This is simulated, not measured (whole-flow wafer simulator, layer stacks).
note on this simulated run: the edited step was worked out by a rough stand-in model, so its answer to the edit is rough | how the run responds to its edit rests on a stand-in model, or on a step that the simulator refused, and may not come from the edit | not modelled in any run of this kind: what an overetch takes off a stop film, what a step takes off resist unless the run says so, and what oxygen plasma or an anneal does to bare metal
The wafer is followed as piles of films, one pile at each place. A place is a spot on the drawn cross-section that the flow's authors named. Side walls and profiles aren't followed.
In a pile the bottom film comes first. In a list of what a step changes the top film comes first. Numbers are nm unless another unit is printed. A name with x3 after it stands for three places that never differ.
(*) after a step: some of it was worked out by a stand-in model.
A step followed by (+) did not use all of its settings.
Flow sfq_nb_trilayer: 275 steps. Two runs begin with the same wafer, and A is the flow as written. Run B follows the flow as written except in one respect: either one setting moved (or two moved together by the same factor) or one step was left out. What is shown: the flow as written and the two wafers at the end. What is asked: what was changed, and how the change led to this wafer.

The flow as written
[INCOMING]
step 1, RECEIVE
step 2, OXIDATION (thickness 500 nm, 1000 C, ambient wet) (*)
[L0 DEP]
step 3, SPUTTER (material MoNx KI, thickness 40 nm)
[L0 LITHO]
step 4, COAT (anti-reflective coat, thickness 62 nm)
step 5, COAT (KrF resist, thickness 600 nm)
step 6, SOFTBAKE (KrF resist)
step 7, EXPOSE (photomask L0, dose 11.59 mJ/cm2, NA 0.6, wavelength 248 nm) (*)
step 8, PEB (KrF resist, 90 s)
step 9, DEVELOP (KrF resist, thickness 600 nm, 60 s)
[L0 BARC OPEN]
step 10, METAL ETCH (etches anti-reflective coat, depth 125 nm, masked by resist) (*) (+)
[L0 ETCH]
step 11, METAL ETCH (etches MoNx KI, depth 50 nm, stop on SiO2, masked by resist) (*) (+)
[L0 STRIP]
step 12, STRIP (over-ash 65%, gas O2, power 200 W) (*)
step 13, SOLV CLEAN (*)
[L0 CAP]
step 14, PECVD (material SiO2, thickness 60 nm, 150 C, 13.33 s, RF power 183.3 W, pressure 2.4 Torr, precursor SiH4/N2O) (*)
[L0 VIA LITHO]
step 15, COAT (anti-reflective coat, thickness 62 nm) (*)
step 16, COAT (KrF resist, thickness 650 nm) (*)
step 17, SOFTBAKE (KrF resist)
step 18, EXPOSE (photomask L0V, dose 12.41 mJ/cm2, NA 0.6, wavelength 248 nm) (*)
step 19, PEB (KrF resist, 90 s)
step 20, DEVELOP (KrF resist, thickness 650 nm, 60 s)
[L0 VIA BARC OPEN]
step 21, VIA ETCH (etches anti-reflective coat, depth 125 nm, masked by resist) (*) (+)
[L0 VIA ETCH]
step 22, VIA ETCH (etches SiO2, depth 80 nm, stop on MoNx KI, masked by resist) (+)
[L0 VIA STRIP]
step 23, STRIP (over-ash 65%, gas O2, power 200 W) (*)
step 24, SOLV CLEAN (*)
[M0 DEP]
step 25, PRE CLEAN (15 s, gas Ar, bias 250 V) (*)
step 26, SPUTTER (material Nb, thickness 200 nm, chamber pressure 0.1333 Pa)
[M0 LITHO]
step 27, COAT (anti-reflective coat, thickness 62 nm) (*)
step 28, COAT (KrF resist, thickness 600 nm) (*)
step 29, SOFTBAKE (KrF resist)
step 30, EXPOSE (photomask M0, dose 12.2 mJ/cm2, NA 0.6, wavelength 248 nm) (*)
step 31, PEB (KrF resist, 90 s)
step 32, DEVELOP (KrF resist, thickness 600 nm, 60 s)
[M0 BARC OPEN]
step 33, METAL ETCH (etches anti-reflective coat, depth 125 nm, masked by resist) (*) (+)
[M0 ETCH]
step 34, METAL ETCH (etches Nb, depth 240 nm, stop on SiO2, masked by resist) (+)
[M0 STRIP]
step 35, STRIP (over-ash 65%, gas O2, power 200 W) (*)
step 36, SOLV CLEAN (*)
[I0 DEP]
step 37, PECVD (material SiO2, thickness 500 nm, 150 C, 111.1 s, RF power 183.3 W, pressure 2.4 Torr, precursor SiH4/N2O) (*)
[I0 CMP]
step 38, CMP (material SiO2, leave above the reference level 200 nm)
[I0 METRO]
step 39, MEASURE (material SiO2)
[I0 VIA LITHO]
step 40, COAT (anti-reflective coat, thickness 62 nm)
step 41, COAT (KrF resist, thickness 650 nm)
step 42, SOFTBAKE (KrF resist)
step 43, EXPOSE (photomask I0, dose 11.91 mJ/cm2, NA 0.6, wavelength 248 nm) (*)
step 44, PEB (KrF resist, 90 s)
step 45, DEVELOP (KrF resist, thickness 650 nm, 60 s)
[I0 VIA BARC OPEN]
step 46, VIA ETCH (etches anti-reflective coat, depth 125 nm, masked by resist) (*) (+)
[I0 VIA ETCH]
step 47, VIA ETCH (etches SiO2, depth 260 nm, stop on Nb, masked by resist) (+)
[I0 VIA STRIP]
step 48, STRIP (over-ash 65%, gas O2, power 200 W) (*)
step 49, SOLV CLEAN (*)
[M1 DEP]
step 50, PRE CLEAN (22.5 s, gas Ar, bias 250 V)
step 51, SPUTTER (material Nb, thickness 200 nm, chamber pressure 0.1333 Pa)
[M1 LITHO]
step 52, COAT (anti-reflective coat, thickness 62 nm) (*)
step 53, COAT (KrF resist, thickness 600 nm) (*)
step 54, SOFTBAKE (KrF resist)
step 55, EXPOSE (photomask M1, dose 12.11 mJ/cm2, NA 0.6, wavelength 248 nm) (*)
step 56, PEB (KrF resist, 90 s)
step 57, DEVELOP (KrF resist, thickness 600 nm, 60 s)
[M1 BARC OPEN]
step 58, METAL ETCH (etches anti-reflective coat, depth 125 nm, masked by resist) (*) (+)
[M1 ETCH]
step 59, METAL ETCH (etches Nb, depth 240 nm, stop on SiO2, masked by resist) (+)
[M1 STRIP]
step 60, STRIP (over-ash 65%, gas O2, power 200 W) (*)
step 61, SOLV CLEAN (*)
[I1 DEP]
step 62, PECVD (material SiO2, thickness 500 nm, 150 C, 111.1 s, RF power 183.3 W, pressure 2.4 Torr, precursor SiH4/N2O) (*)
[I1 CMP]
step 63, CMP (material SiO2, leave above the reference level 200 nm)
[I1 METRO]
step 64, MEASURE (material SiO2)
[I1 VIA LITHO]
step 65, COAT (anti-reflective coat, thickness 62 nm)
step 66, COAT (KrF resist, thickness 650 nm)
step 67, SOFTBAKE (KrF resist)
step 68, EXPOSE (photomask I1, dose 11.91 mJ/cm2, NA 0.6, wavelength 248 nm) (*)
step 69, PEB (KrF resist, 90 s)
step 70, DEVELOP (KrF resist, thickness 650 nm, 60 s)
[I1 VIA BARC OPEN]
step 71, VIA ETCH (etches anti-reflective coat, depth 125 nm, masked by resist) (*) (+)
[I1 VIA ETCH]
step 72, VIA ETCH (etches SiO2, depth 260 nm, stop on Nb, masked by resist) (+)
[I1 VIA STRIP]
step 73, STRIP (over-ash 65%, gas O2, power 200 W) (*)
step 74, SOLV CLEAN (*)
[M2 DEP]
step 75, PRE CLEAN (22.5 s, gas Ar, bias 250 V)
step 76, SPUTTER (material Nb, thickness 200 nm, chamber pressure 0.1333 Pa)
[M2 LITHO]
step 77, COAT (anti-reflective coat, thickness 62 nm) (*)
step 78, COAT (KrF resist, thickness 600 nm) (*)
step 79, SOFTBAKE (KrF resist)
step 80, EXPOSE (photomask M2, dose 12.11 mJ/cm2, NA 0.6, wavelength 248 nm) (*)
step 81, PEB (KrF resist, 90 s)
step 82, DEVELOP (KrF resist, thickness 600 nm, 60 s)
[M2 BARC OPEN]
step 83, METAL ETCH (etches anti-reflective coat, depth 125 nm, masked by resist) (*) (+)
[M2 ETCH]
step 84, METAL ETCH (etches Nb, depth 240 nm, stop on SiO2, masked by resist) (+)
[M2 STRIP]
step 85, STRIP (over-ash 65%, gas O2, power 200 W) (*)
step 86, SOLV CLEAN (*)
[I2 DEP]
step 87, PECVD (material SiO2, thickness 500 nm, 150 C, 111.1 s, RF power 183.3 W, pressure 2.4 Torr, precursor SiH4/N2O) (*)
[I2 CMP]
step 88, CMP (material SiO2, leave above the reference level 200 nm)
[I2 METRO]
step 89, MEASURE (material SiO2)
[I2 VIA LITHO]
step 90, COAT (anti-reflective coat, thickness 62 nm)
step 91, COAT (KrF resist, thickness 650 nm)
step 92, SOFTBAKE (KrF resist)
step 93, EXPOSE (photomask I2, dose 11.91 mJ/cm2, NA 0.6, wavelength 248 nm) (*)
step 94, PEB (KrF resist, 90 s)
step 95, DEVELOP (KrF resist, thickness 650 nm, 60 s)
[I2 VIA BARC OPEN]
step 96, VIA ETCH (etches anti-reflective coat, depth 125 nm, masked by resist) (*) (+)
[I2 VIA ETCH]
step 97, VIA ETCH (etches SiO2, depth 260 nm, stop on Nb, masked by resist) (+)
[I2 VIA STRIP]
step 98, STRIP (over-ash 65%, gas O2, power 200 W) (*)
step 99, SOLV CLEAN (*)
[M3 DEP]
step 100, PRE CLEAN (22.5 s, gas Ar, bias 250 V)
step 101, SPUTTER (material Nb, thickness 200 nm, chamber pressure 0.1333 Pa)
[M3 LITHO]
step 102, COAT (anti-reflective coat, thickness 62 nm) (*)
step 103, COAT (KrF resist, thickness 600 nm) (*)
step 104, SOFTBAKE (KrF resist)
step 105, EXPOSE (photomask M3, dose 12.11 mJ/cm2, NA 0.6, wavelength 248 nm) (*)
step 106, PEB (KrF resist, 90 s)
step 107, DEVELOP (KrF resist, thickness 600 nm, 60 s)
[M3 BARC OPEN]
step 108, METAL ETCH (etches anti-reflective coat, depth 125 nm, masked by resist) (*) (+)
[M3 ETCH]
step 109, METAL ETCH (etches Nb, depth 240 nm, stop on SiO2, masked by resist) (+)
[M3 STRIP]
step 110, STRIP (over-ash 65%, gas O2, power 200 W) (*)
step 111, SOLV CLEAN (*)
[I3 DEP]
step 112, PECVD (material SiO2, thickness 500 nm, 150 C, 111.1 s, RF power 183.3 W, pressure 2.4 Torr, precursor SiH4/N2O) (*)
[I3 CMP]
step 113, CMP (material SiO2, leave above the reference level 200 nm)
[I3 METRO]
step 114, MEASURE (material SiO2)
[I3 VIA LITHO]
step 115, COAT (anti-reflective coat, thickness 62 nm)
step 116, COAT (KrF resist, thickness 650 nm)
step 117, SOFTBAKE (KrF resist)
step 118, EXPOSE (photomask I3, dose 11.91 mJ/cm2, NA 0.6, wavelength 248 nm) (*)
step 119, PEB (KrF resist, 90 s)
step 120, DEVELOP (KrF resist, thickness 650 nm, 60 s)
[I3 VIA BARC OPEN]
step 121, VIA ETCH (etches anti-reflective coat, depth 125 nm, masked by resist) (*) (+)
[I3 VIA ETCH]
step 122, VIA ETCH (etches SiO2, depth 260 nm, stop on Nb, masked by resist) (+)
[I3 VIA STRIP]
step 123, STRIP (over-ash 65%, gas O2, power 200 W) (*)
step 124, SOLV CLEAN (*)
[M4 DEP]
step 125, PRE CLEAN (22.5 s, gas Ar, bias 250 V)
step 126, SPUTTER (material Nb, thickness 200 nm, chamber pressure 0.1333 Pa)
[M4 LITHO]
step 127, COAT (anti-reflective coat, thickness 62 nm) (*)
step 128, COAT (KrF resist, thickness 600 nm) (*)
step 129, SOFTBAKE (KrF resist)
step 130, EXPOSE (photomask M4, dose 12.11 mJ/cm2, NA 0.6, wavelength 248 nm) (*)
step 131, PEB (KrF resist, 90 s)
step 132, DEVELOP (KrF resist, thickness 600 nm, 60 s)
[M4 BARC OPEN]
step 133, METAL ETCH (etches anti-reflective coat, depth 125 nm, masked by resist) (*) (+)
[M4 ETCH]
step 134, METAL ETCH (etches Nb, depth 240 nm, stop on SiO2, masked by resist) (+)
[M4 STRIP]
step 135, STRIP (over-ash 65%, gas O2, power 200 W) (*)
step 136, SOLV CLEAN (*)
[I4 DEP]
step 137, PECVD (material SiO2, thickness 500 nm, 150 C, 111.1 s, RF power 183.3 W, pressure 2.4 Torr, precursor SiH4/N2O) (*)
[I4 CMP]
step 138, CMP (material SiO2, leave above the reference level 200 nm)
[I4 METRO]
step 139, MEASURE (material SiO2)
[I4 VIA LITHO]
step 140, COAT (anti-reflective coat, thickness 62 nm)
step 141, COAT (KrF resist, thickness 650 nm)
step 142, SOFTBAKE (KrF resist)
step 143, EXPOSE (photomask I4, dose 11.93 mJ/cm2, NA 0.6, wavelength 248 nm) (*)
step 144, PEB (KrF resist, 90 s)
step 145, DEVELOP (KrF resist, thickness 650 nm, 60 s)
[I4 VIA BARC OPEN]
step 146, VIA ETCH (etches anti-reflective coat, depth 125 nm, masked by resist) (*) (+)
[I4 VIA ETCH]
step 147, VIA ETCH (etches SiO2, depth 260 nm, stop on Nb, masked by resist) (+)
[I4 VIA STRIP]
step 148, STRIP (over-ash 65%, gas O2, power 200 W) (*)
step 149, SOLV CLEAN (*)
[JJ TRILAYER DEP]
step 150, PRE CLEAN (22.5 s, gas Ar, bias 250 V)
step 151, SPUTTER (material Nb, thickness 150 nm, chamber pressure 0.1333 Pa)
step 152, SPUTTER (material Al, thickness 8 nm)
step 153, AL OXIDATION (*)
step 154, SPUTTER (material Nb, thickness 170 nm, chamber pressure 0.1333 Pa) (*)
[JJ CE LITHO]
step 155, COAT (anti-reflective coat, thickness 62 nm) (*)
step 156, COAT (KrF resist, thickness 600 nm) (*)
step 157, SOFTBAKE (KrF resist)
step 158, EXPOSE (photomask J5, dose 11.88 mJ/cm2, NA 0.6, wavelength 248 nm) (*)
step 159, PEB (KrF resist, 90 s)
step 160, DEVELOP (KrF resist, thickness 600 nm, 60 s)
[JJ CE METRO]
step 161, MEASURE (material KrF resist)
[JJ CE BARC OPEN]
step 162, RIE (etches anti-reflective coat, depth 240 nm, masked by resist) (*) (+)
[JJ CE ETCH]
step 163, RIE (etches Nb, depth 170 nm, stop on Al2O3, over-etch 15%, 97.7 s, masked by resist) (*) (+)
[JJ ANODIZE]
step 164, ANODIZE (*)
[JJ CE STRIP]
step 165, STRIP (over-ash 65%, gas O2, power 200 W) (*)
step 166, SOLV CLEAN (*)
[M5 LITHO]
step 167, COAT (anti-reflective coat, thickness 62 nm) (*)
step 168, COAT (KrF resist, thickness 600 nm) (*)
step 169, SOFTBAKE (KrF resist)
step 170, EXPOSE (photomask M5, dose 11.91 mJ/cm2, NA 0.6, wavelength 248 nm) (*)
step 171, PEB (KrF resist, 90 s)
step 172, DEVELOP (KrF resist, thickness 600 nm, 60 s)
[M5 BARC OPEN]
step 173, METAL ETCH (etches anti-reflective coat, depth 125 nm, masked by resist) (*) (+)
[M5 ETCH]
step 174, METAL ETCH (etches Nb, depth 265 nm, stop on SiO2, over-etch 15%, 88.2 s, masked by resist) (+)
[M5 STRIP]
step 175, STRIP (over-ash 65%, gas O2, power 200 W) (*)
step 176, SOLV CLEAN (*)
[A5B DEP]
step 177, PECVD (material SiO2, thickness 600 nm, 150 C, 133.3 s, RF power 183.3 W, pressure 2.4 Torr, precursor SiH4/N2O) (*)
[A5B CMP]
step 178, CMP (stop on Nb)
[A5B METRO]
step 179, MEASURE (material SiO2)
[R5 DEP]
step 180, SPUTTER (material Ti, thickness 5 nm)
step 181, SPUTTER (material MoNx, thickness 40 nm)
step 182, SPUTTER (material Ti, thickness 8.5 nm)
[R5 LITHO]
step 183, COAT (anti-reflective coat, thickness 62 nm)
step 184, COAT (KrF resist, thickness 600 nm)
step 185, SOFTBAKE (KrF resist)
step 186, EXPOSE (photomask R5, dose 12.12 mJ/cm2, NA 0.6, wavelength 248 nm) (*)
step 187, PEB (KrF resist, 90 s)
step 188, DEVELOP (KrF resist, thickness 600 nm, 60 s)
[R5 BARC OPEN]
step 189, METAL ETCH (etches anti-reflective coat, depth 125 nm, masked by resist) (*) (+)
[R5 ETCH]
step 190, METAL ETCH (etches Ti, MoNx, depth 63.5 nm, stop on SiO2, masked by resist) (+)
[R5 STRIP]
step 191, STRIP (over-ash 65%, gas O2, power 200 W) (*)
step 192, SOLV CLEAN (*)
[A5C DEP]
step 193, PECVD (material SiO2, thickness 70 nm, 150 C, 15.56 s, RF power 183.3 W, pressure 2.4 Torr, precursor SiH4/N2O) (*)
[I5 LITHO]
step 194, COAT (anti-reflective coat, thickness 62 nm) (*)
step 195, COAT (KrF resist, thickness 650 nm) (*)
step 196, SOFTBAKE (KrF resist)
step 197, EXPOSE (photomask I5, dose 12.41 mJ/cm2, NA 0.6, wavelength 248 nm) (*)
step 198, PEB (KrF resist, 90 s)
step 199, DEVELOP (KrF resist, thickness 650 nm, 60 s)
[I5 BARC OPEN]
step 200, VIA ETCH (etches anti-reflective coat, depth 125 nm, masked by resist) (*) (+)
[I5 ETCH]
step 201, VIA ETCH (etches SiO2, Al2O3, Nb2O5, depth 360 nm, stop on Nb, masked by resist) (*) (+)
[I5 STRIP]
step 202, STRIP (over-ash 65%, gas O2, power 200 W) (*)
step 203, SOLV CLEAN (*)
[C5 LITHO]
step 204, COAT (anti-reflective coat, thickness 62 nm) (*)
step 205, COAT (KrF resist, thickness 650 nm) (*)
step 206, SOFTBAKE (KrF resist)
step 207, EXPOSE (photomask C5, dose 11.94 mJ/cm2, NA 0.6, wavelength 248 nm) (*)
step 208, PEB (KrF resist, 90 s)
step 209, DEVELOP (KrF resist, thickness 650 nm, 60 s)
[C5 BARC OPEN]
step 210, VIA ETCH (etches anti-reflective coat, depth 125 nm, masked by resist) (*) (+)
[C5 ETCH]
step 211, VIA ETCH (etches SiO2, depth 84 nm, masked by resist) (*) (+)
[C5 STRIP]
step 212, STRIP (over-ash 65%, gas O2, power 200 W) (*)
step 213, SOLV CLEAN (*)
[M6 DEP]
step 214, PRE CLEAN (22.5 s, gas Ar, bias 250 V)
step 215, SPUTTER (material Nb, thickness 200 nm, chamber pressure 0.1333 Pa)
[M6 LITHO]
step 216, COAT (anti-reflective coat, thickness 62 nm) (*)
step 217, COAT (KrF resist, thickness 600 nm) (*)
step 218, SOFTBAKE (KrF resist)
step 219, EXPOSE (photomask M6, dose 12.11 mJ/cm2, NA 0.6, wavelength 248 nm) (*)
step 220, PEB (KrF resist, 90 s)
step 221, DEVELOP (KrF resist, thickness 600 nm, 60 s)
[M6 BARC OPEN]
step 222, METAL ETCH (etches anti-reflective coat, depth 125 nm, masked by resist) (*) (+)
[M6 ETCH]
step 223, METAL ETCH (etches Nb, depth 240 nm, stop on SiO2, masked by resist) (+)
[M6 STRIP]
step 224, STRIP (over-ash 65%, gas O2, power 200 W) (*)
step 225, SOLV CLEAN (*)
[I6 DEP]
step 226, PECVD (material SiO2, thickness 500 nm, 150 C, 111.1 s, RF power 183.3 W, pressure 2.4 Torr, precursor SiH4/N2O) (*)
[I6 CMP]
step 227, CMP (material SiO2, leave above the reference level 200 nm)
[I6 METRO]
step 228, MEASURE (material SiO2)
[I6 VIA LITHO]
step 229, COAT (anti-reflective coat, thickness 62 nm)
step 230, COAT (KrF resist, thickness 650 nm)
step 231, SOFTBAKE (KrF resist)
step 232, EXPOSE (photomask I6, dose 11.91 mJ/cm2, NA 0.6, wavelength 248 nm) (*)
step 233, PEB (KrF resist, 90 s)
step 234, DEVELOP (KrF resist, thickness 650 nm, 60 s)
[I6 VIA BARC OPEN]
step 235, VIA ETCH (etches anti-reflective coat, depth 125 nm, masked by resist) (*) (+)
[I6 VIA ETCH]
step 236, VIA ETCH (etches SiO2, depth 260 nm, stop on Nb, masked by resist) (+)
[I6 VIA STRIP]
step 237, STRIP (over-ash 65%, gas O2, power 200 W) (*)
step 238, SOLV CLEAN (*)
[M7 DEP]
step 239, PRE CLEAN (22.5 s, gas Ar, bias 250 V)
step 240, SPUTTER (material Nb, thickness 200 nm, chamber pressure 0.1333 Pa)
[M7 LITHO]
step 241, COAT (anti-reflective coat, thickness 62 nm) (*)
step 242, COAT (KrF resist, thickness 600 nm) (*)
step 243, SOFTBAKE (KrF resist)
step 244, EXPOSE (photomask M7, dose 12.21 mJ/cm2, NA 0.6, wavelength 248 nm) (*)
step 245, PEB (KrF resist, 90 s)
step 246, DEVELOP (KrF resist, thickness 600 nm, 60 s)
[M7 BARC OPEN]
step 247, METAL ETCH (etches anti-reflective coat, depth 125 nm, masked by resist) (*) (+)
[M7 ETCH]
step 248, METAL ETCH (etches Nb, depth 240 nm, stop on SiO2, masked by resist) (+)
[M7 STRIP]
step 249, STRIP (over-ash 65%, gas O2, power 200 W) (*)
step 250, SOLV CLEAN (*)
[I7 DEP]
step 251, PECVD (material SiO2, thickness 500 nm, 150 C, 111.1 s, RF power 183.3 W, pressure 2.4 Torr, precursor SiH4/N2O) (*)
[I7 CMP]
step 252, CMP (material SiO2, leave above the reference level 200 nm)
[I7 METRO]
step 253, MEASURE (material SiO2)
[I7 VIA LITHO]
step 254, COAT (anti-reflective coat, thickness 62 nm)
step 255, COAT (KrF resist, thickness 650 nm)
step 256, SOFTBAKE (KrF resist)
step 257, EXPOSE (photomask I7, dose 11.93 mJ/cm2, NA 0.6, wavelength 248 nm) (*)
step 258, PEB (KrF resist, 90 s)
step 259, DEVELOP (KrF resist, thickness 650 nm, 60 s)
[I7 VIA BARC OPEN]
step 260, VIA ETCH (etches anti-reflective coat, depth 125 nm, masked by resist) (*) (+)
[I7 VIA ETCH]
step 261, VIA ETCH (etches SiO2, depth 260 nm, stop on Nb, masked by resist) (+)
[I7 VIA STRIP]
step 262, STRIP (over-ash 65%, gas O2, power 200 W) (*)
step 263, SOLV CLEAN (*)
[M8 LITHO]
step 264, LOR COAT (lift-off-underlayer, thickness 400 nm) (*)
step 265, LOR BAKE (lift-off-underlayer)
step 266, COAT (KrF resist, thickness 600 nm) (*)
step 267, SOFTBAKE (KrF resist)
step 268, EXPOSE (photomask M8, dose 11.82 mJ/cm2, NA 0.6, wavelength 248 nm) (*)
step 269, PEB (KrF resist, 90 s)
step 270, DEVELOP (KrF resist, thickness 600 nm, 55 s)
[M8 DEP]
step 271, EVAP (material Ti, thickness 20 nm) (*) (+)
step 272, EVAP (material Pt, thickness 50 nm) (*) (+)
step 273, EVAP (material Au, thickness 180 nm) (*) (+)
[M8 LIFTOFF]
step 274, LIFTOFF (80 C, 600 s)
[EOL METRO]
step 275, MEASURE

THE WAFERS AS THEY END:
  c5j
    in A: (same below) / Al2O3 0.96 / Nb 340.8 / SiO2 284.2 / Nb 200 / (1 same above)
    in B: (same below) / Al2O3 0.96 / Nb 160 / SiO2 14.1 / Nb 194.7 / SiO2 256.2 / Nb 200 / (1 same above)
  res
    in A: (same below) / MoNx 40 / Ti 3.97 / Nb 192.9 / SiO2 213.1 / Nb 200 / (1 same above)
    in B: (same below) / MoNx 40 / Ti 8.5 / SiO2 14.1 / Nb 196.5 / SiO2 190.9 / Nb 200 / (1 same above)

The reason: step 211, VIA ETCH: depth 48.3 nm was run, though the flow has depth 84 nm.

How this came from the change, step by step:
  step 211, VIA ETCH (etches SiO2, depth 84 nm, masked by resist) (*) (+)
      c5j: A SiO2 loses 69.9 (all of it), Nb loses 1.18 | B SiO2 loses 48.3
      res: A SiO2 loses 69.9 (all of it) | B SiO2 loses 48.3
      (also at 104 further places)
  step 214, PRE CLEAN (22.5 s, gas Ar, bias 250 V)
      c5j: A Nb loses 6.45 | B SiO2 loses 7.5
      res: A Ti loses 4.53 | B SiO2 loses 7.5
  step 215, SPUTTER (material Nb, thickness 200 nm, chamber pressure 0.1333 Pa)
      c5j: A Nb gains 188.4 | B Nb gains 194.7 (new film)
  step 216, COAT (anti-reflective coat, thickness 62 nm) (*)
      ce_l: A anti-reflective coat gains 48 (new film) | B anti-reflective coat gains 53.6 (new film)
      c5j: A anti-reflective coat gains 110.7 (new film) | B anti-reflective coat gains 95 (new film)
      (also at 4 further places)
  step 224, STRIP (over-ash 65%, gas O2, power 200 W) (*)
      ce_l: A KrF resist loses 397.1 (all of it), anti-reflective coat loses 48 (all of it) | B KrF resist loses 393.7 (all of it), anti-reflective coat loses 53.6 (all of it)
      c5j: A KrF resist loses 418.3 (all of it), anti-reflective coat loses 110.7 (all of it) | B KrF resist loses 408.6 (all of it), anti-reflective coat loses 95 (all of it)
      (also at 4 further places)
  step 226, PECVD (material SiO2, thickness 500 nm, 150 C, 111.1 s, RF power 183.3 W, pressure 2.4 Torr, precursor SiH4/N2O) (*)
      c5j: A SiO2 gains 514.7 (new film) | B SiO2 gains 500 (new film)
  step 227, CMP (material SiO2, leave above the reference level 200 nm)
      c5j: A SiO2 loses 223 | B SiO2 loses 236.3
      res: A SiO2 loses 279.4 | B SiO2 loses 301.6
With metal films that touch counted as one body, c5j has 5 bodies (between them, from the top down: SiO2 256.2; SiO2 14.1; Al2O3 0.96; SiO2 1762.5); the flow as written gives 4 bodies (between them, from the top down: SiO2 284.2; Al2O3 0.96; SiO2 1762.5).
With metal films that touch counted as one body, res has 4 bodies (between them, from the top down: SiO2 190.9; SiO2 14.1; SiO2 2090.9); the flow as written gives 3 bodies (between them, from the top down: SiO2 213.1; SiO2 2090.9).
